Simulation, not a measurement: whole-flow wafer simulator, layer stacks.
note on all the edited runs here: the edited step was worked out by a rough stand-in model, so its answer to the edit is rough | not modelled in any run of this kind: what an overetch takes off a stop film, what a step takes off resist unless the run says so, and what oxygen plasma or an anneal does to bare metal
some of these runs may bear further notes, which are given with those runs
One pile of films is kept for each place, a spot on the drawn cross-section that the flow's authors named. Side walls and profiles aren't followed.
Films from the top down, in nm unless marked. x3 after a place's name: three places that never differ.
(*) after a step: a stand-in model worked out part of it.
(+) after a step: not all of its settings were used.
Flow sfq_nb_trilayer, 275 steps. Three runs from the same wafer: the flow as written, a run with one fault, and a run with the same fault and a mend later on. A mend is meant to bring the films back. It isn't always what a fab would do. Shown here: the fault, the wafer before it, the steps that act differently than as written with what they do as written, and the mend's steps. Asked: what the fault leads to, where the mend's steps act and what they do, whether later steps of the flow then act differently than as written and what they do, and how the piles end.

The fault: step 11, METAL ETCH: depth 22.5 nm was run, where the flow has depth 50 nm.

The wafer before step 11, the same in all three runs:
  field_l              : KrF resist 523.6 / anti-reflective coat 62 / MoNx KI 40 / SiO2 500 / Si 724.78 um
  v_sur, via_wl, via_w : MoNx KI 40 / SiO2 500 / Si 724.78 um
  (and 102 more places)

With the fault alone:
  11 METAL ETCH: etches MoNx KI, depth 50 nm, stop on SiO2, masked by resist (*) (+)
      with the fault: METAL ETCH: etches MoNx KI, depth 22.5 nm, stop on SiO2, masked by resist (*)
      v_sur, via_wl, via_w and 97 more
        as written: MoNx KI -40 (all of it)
        with the fault: MoNx KI -22.5
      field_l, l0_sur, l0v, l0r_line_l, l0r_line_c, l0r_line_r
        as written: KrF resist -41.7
        with the fault: KrF resist -18.8
  Later steps of the flow that act differently than as written (8 more steps differ only slightly, by at most 2% or 0.5 nm, whichever is larger, and aren't shown):
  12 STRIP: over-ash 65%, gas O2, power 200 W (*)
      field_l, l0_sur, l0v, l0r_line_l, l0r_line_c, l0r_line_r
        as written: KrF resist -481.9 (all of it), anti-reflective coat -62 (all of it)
        with the fault: KrF resist -504.8 (all of it), anti-reflective coat -62 (all of it)
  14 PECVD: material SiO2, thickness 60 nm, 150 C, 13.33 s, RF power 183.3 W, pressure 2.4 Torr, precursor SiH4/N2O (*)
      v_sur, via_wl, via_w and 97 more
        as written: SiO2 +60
        with the fault: SiO2 +60 (new film)
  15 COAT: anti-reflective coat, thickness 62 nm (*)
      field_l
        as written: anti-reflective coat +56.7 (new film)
        with the fault: anti-reflective coat +58.8 (new film)
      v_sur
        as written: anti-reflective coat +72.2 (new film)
        with the fault: anti-reflective coat +67.7 (new film)
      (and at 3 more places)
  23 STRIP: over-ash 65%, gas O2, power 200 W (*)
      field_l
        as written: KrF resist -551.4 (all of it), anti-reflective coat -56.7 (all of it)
        with the fault: KrF resist -555.1 (all of it), anti-reflective coat -58.8 (all of it)
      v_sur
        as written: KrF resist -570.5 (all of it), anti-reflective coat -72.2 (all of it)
        with the fault: KrF resist -565.6 (all of it), anti-reflective coat -67.7 (all of it)
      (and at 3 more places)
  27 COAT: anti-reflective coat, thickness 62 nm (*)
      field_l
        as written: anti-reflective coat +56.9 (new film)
        with the fault: anti-reflective coat +58.9 (new film)
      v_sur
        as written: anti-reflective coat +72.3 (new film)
        with the fault: anti-reflective coat +67.8 (new film)
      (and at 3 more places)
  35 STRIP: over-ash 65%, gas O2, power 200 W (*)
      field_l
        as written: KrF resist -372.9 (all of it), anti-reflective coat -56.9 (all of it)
        with the fault: KrF resist -377 (all of it), anti-reflective coat -58.9 (all of it)
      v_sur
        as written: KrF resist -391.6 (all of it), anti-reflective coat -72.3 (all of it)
        with the fault: KrF resist -387.5 (all of it), anti-reflective coat -67.8 (all of it)
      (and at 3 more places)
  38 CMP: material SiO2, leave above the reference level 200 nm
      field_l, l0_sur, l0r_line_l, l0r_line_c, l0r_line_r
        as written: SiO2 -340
        with the fault: SiO2 -322.5
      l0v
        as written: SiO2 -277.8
        with the fault: SiO2 -260.3
  At the end the piles differ from the flow's by more than 2% or 0.5 nm, whichever is larger, at v_sur, via_wl, via_w and 97 more.
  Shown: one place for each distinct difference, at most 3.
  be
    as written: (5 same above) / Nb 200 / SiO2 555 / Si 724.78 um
    with the fault: (5 same above) / Nb 200 / SiO2 55 / MoNx KI 17.5 / SiO2 500 / Si 724.78 um
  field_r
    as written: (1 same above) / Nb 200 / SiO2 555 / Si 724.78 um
    with the fault: (1 same above) / Nb 200 / SiO2 55 / MoNx KI 17.5 / SiO2 500 / Si 724.78 um
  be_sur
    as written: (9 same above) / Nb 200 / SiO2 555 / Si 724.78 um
    with the fault: (9 same above) / Nb 200 / SiO2 55 / MoNx KI 17.5 / SiO2 500 / Si 724.78 um

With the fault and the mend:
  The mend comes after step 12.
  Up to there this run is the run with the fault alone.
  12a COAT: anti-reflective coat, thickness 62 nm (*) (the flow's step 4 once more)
      p4_fl x3, p4_w1 x9, p4_g1 x2 and 59 more
        anti-reflective coat +62 (new film)
      wire, be, be_sur and 9 more
        anti-reflective coat +63 (new film)
      via_w, via_wr, lsp_m, ln_m6
        anti-reflective coat +63.2 (new film)
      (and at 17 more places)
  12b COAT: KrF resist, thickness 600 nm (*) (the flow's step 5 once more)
      p4_fl x3, p4_w1 x9, p4_g1 x2 and 59 more
        KrF resist +600 (new film)
      gap, jj_sur, ce_l and 7 more
        KrF resist +603.8 (new film)
      be, be_sur, moat
        KrF resist +603.9 (new film)
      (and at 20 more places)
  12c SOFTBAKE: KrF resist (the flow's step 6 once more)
      changes no film at any place that is followed
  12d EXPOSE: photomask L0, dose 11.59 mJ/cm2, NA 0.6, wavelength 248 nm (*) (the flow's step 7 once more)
      changes no film at any place that is followed
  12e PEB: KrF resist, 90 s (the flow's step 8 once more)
      p4_fl x3, p4_w1 x9, p4_g1 x2 and 62 more
        KrF resist -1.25
      v_sur, via_wr, via_sp and 19 more
        KrF resist -1.26
      via_wl, via_w, ln_m6, lsp_r, l0r_space_c
        KrF resist -1.27
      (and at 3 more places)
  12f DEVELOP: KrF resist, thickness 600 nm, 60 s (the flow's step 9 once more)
      p4_fl x3, p4_w1 x9, p4_g1 x2 and 59 more
        KrF resist -598.7 (all of it)
      gap, jj_sur, ce_l and 6 more
        KrF resist -602.5 (all of it)
      field_l, l0_sur, l0v, l0r_line_l, l0r_line_c, l0r_line_r
        KrF resist -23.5
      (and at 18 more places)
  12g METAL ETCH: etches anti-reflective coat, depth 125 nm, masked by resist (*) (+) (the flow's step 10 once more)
      p4_fl x3, p4_w1 x9, p4_g1 x2 and 59 more
        anti-reflective coat -62 (all of it)
      wire, be, be_sur and 9 more
        anti-reflective coat -63 (all of it)
      field_l, l0_sur, l0v, l0r_line_l, l0r_line_c, l0r_line_r
        KrF resist -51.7
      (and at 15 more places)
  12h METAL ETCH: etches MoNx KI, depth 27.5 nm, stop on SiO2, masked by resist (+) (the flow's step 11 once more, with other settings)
      v_sur, via_wl, via_w and 97 more
        MoNx KI -17.5 (all of it)
      field_l, l0_sur, l0v, l0r_line_l, l0r_line_c, l0r_line_r
        KrF resist -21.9
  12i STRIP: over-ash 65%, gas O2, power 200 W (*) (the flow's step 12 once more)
      l0r_line_l, l0r_line_c, l0r_line_r
        KrF resist -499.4 (all of it), anti-reflective coat -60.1 (all of it)
      field_l
        KrF resist -496.5 (all of it), anti-reflective coat -58.7 (all of it)
      l0_sur
        KrF resist -497.5 (all of it), anti-reflective coat -57 (all of it)
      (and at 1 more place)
  No later step of the flow acts differently than as written at any place that is followed.
  At the end the piles are the same as the flow's at every place that both follow.
